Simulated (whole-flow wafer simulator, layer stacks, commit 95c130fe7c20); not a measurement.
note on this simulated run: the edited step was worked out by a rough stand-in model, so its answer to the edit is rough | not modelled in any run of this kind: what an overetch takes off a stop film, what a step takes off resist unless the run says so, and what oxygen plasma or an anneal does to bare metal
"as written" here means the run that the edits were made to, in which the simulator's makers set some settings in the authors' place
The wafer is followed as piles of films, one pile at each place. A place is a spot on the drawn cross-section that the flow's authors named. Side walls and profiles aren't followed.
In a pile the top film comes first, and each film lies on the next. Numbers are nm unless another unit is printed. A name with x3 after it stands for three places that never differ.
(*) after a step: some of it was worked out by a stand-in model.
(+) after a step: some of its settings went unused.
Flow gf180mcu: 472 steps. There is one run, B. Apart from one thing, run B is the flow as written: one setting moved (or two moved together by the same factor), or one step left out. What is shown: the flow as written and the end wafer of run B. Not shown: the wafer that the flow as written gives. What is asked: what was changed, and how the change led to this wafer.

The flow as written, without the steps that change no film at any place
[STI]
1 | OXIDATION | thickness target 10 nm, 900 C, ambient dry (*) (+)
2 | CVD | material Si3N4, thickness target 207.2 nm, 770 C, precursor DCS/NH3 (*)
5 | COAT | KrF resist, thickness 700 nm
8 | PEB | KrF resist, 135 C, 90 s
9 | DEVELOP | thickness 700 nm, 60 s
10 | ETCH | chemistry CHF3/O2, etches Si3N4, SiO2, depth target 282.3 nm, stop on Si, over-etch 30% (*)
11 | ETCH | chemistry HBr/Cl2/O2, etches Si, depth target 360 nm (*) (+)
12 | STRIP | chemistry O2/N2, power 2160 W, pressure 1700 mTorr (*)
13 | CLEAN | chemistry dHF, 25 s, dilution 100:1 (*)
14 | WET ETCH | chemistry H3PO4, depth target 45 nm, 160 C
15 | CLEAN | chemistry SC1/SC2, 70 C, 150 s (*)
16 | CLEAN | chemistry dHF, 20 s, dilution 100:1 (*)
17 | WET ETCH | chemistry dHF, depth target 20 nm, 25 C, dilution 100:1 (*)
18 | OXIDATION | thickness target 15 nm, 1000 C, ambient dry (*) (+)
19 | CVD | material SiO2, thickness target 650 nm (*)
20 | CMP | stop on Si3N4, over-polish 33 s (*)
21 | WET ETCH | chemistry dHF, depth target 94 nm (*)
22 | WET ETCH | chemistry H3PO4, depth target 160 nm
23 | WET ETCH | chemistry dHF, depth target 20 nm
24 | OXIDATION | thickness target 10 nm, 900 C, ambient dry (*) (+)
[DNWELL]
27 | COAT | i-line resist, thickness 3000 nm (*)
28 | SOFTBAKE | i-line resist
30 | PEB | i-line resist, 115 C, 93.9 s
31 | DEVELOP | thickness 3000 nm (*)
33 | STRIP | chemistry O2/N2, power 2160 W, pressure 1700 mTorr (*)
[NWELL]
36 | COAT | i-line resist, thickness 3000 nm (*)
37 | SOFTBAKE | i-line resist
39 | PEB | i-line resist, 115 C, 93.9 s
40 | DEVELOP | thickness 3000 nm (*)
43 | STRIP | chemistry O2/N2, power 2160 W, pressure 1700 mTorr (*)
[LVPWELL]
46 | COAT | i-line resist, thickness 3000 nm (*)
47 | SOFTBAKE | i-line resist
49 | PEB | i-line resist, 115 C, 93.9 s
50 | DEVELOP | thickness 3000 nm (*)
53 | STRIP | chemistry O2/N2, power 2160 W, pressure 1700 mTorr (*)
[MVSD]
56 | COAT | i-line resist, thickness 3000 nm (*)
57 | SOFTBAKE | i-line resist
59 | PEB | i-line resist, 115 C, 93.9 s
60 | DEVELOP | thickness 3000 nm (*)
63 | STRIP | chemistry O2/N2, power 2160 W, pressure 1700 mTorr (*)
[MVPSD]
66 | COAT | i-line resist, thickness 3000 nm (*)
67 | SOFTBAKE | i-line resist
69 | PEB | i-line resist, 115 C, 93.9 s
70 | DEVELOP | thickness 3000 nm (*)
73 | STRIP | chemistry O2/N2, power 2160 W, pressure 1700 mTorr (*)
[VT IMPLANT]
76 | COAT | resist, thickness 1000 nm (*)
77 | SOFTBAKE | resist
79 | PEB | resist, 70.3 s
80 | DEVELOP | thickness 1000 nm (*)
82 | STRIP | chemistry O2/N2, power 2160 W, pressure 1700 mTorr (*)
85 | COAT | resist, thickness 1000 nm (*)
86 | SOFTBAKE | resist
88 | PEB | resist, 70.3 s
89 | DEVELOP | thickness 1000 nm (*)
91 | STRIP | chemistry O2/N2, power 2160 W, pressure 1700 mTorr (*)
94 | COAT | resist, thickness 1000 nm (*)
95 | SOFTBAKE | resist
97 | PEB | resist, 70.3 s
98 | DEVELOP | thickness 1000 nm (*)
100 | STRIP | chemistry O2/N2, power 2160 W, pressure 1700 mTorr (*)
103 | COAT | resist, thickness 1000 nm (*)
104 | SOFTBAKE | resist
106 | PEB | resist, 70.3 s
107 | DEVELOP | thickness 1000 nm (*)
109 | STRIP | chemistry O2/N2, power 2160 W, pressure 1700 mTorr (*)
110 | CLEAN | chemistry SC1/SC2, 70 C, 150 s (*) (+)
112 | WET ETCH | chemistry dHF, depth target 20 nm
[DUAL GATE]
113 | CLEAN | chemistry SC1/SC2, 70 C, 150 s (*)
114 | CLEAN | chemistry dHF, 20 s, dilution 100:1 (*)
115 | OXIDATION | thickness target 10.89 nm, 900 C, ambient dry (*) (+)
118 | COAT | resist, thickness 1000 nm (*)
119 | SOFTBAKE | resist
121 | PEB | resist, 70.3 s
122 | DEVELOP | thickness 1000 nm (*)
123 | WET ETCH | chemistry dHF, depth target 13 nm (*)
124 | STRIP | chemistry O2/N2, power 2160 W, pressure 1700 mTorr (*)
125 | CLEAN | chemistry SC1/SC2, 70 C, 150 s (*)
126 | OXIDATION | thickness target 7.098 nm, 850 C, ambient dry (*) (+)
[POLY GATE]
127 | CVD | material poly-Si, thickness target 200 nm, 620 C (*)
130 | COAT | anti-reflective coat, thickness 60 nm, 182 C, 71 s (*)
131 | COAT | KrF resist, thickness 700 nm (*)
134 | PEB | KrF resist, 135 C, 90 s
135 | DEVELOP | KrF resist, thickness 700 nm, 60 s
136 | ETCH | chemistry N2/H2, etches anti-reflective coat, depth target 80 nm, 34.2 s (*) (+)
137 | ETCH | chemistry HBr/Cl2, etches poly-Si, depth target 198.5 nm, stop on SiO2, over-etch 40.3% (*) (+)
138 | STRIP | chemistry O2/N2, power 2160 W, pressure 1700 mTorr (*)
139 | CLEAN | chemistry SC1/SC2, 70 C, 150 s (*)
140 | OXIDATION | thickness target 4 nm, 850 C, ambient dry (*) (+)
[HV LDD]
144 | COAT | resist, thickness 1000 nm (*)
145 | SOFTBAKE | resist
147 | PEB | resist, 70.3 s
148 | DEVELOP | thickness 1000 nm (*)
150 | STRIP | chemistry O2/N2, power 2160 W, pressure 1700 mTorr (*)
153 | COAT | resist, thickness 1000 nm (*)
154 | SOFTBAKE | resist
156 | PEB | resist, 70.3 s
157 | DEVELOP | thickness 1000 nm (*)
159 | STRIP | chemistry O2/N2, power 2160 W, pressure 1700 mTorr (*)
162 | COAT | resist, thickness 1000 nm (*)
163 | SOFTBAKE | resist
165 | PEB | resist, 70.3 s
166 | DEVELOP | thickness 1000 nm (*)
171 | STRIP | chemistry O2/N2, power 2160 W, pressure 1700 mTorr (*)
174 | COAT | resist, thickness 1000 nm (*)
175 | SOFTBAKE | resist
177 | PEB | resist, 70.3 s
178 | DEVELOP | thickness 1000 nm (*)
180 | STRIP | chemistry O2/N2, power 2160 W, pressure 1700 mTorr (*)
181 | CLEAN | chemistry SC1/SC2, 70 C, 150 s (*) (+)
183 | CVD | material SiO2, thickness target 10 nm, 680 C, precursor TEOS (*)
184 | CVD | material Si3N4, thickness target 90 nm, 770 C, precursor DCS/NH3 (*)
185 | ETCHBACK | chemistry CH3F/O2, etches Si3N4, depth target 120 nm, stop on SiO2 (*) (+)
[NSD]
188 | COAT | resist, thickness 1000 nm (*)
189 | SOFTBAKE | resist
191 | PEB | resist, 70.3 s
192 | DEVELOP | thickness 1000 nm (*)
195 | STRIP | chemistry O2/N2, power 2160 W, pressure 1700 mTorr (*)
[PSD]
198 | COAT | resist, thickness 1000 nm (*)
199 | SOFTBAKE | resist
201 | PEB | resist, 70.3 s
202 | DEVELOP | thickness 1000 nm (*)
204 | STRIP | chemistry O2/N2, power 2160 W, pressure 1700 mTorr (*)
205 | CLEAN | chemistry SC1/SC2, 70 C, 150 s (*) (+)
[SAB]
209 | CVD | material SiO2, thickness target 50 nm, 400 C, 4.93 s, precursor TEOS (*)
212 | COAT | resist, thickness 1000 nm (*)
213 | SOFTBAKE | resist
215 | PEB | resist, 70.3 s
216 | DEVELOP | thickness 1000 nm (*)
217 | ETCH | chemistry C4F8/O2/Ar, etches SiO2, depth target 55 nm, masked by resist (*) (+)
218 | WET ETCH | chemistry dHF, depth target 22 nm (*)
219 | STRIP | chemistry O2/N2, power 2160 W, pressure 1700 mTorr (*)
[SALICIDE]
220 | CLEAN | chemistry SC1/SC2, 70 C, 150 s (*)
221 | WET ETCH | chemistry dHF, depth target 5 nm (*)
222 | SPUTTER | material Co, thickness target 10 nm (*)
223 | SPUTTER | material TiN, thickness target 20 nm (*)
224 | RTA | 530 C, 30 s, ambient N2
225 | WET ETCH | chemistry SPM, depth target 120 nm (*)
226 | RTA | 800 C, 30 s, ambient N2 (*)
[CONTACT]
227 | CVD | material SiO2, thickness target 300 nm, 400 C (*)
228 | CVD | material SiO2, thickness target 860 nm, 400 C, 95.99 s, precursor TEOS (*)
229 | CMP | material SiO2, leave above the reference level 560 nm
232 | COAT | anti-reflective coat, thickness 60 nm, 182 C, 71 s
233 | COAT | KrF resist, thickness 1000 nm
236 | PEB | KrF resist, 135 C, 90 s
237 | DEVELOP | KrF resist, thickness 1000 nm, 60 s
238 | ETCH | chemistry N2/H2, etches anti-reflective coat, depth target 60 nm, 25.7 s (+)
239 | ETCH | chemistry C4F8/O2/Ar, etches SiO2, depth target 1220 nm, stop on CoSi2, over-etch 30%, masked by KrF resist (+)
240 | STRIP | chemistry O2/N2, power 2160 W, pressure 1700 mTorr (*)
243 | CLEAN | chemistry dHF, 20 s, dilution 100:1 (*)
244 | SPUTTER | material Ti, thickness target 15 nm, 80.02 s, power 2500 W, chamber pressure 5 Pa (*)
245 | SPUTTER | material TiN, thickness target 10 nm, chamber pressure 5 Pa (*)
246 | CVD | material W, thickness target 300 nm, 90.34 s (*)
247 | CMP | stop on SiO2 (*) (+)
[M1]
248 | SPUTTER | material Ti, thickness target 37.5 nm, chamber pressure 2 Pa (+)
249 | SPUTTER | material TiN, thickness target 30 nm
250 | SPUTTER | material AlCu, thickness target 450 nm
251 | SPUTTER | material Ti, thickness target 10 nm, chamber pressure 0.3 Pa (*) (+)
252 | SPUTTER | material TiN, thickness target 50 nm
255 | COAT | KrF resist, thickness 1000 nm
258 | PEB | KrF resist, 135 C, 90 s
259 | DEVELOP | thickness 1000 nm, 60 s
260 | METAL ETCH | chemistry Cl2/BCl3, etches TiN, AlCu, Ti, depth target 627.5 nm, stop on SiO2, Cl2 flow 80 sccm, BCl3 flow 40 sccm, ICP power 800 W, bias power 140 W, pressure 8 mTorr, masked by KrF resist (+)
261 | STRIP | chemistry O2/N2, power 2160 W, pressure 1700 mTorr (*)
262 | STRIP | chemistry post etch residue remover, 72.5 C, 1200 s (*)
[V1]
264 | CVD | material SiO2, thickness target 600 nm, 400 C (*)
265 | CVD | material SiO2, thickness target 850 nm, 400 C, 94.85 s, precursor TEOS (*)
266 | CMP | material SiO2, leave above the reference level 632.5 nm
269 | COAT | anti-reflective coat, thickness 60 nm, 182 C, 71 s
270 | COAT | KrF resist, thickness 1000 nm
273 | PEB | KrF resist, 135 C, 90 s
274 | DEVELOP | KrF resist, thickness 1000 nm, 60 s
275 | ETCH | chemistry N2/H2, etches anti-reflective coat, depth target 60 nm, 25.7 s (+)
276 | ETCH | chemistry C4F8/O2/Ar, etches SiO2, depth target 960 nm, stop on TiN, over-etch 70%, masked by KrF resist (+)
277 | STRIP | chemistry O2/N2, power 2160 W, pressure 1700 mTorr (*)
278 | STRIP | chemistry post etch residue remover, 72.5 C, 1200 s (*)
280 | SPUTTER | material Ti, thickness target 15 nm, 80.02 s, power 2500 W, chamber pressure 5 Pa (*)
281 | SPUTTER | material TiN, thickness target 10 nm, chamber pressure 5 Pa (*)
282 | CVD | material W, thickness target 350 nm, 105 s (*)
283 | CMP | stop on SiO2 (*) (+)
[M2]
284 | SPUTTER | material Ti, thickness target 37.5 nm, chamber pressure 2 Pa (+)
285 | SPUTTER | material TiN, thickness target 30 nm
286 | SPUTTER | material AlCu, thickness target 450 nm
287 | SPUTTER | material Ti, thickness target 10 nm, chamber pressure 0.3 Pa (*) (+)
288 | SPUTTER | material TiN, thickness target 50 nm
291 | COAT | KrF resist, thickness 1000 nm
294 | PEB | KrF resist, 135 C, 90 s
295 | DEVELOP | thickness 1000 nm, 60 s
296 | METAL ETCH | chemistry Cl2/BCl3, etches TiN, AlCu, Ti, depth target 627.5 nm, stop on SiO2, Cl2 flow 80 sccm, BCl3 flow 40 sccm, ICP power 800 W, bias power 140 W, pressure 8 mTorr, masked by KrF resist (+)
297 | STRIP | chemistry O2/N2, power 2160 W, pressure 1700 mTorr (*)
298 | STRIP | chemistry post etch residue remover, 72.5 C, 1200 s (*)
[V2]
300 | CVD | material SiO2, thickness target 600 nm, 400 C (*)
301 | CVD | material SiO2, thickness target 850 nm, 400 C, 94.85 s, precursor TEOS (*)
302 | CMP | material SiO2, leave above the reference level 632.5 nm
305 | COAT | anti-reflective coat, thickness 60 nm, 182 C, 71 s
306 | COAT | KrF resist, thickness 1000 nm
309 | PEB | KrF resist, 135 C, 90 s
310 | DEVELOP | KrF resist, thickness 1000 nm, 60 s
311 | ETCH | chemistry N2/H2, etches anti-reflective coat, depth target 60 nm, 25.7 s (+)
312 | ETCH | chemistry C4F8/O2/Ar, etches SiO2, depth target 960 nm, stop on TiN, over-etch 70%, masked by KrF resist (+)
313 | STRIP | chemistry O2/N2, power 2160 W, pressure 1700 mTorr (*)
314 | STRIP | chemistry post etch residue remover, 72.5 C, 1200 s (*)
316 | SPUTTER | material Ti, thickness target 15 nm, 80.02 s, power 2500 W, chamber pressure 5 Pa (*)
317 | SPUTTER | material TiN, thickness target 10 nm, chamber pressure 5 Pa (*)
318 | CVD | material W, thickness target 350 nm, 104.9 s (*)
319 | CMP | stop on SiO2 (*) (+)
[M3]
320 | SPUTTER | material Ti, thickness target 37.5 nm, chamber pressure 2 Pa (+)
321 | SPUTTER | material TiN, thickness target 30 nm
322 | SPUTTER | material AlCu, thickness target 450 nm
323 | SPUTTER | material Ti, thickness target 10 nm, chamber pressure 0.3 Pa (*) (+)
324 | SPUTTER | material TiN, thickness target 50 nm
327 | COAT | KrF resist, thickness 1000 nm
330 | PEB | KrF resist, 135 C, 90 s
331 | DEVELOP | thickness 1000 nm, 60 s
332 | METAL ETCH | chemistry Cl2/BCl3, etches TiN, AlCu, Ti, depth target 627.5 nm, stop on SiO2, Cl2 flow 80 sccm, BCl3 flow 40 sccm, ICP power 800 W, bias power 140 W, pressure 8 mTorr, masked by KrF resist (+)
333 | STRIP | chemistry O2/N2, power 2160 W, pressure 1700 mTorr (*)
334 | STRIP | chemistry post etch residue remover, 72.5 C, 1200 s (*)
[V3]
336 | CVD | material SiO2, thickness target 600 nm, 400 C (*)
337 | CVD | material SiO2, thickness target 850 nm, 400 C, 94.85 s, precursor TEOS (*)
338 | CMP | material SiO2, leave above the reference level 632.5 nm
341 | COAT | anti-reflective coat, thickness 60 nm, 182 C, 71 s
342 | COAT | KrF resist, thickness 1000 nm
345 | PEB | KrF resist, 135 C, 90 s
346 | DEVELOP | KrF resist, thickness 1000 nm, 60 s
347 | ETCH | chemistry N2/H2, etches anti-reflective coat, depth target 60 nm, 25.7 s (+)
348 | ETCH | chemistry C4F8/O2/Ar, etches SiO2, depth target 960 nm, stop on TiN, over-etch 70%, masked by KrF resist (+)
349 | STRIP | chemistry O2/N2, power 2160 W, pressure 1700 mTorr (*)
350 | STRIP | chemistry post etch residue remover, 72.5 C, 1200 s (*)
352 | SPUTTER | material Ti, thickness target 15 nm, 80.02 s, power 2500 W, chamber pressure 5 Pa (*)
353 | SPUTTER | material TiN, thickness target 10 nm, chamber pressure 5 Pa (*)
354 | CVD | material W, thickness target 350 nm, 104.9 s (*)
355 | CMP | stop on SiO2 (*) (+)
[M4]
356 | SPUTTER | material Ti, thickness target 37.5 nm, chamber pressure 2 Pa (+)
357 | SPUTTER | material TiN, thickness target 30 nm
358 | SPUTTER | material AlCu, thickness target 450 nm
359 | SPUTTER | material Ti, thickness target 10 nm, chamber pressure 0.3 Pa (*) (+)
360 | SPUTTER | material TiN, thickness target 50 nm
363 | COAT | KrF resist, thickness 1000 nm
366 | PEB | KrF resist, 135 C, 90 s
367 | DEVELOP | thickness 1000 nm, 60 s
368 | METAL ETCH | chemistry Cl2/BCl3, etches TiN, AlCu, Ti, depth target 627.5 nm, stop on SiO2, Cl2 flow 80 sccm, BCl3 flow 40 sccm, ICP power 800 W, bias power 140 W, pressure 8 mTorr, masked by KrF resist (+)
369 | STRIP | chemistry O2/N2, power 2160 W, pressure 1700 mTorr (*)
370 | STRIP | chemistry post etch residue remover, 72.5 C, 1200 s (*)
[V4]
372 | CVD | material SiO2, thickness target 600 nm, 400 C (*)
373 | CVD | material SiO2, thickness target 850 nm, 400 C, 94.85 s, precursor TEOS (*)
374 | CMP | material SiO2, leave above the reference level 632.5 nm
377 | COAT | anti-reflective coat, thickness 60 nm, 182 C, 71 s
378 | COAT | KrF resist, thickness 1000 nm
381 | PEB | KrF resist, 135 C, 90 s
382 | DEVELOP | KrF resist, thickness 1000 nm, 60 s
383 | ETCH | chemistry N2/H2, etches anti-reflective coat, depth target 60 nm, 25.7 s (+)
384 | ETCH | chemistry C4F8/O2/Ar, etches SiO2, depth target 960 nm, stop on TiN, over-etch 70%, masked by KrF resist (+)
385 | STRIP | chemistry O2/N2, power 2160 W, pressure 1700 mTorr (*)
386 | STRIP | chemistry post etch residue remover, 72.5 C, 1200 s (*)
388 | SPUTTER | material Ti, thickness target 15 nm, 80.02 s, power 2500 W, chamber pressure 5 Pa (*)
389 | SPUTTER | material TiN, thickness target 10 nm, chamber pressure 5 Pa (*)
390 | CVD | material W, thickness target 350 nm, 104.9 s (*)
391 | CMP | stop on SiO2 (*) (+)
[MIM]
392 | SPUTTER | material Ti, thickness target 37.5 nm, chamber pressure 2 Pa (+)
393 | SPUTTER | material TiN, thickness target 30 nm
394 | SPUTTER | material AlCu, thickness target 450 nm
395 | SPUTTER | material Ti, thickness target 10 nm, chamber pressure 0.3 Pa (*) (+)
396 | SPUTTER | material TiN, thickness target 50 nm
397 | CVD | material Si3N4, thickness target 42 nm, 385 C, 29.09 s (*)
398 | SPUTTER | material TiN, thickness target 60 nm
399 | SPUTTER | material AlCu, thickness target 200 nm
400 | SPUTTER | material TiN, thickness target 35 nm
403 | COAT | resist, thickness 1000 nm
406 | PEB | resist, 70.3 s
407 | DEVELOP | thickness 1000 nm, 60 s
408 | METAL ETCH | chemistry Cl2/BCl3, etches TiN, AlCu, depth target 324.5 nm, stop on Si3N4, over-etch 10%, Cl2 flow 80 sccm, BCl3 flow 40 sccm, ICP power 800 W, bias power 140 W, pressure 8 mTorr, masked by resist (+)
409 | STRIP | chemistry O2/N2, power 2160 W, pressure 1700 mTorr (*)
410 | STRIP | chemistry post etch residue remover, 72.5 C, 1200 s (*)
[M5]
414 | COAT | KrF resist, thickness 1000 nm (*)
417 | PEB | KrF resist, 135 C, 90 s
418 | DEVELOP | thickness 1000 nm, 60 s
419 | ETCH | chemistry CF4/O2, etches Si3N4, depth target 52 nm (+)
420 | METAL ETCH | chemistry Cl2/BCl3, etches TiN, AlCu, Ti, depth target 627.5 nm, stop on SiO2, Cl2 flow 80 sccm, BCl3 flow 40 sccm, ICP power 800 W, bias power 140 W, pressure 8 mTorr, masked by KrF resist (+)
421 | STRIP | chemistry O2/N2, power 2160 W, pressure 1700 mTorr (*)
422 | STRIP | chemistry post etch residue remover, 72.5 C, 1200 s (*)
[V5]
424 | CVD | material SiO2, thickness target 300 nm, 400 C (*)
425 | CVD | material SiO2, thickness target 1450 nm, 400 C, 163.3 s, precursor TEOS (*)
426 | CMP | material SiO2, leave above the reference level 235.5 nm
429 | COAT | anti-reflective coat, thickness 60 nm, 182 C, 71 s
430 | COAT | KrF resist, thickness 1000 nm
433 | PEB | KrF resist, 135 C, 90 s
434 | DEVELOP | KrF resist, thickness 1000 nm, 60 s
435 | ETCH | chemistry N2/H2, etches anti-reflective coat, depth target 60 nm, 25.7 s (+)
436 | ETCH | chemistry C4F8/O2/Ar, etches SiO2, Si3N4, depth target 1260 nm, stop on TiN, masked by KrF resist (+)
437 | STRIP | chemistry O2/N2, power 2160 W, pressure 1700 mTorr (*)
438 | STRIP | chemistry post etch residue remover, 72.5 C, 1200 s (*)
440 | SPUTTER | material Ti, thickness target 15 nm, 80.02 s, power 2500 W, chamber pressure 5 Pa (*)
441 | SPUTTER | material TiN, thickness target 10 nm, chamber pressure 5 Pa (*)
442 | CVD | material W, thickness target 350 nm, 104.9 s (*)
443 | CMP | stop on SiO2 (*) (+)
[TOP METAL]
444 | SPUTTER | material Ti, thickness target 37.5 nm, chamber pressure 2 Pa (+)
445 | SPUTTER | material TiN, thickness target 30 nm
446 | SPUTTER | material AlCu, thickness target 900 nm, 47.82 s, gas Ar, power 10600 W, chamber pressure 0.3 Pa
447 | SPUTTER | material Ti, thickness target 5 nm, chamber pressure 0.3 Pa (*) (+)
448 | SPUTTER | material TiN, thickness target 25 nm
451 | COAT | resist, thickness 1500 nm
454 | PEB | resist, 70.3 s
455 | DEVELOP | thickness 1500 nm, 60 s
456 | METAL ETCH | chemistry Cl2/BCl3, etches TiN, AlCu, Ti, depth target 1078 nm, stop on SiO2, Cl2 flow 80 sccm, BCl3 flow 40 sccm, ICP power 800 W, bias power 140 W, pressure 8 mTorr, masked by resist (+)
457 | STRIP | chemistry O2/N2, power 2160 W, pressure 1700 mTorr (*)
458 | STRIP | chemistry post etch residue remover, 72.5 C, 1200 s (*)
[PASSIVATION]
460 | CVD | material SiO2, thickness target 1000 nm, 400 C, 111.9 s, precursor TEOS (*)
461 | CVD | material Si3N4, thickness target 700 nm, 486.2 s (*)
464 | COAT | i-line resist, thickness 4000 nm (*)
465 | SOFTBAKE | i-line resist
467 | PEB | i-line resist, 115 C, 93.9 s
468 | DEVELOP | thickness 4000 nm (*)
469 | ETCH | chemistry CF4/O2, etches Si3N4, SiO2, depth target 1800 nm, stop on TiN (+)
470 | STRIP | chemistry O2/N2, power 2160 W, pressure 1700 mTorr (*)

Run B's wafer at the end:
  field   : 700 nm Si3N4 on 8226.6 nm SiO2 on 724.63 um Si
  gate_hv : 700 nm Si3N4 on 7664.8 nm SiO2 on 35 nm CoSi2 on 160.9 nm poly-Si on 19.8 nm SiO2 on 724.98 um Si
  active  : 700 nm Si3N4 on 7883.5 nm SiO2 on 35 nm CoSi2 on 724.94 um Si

The reason: step 115, OXIDATION: 945 C was run, whereas the flow has 900 C.

How this came from the change, step by step:
  115 | OXIDATION | thickness target 10.89 nm, 900 C, ambient dry (*) (+)
      active, n_well, p_well and 40 more: SiO2 gains 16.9 (new film), Si loses 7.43 (in the flow as written it would be: SiO2 gains 10.9 (new film), Si loses 4.79)
      sti, mim_1p0, pad and 19 more: SiO2 gains 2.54, Si loses 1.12 (in the flow as written it would be: SiO2 gains 1.22, Si loses 0.54)
      (as well as at 27 more places)
  123 | WET ETCH | chemistry dHF, depth target 13 nm (*)
      active, n_well, p_well and 12 more: SiO2 loses 13 (in the flow as written it would be: SiO2 loses 10.9 (all of it))
  124 | STRIP | chemistry O2/N2, power 2160 W, pressure 1700 mTorr (*)
      active, n_well, p_well and 12 more: nothing (in the flow as written it would be: chemical SiO2 gains 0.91 (new film), Si loses 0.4)
  126 | OXIDATION | thickness target 7.098 nm, 850 C, ambient dry (*) (+)
      active, n_well, p_well and 12 more: SiO2 gains 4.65, Si loses 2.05 (in the flow as written it would be: SiO2 gains 7.1 (new film), chemical SiO2 loses 0.76 (all of it), Si loses 2.79)
  130 | COAT | anti-reflective coat, thickness 60 nm, 182 C, 71 s (*)
      p_well, spacer, sd_n: anti-reflective coat gains 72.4 (new film) (in the flow as written it would be: anti-reflective coat gains 70.9 (new film))
      ldn_fp, ldp_fp: anti-reflective coat gains 49.7 (new film) (in the flow as written it would be: anti-reflective coat gains 48.5 (new film))
      (as well as at 11 more places)
  136 | ETCH | chemistry N2/H2, etches anti-reflective coat, depth target 80 nm, 34.2 s (*) (+)
      p_well, spacer, sd_n: anti-reflective coat loses 72.4 (all of it), poly-Si loses 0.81 (in the flow as written it would be: anti-reflective coat loses 70.9 (all of it), poly-Si loses 0.85)
      ldn_dft, ldp_dft: anti-reflective coat loses 49.9 (all of it), poly-Si loses 1.39 (in the flow as written it would be: anti-reflective coat loses 48.7 (all of it), poly-Si loses 1.42)
      (as well as at 6 more places)
  138 | STRIP | chemistry O2/N2, power 2160 W, pressure 1700 mTorr (*)
      ld_fp_n: chemical SiO2 gains 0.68 (new film), KrF resist loses 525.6 (all of it), anti-reflective coat loses 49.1 (all of it), poly-Si loses 0.3 (in the flow as written it would be: chemical SiO2 gains 0.68 (new film), KrF resist loses 525.6 (all of it), anti-reflective coat loses 48.1 (all of it), poly-Si loses 0.3)
      ld_fp_p: chemical SiO2 gains 0.68 (new film), KrF resist loses 525.9 (all of it), anti-reflective coat loses 49.2 (all of it), poly-Si loses 0.3 (in the flow as written it would be: chemical SiO2 gains 0.68 (new film), KrF resist loses 526.2 (all of it), anti-reflective coat loses 47.8 (all of it), poly-Si loses 0.3)
      (as well as at 3 more places)
  189 | SOFTBAKE | resist
      field__w9: resist loses 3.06 (in the flow as written it would be: resist gains 6.92)
      active_nat: resist gains 9.35 (in the flow as written it would be: resist gains 5.49)
  199 | SOFTBAKE | resist
      field__w9: resist loses 3.06 (in the flow as written it would be: resist gains 6.92)
      active_nat: resist gains 9.35 (in the flow as written it would be: resist gains 5.49)
  218 | WET ETCH | chemistry dHF, depth target 22 nm (*)
      active, p_well, sd_n, iso_ptap_pw, iso_ntap_nw, iso_ptap_sub, vpnp_e: SiO2 loses 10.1 (all of it) (in the flow as written it would be: SiO2 loses 9.01 (all of it))
      ldn_tap, ldn_src, ldn_drn, ldp_tap, ldp_src, ldp_drn, ldp_gr: SiO2 loses 21.5 (all of it) (in the flow as written it would be: SiO2 loses 16 (all of it))
      (as well as at 9 more places)
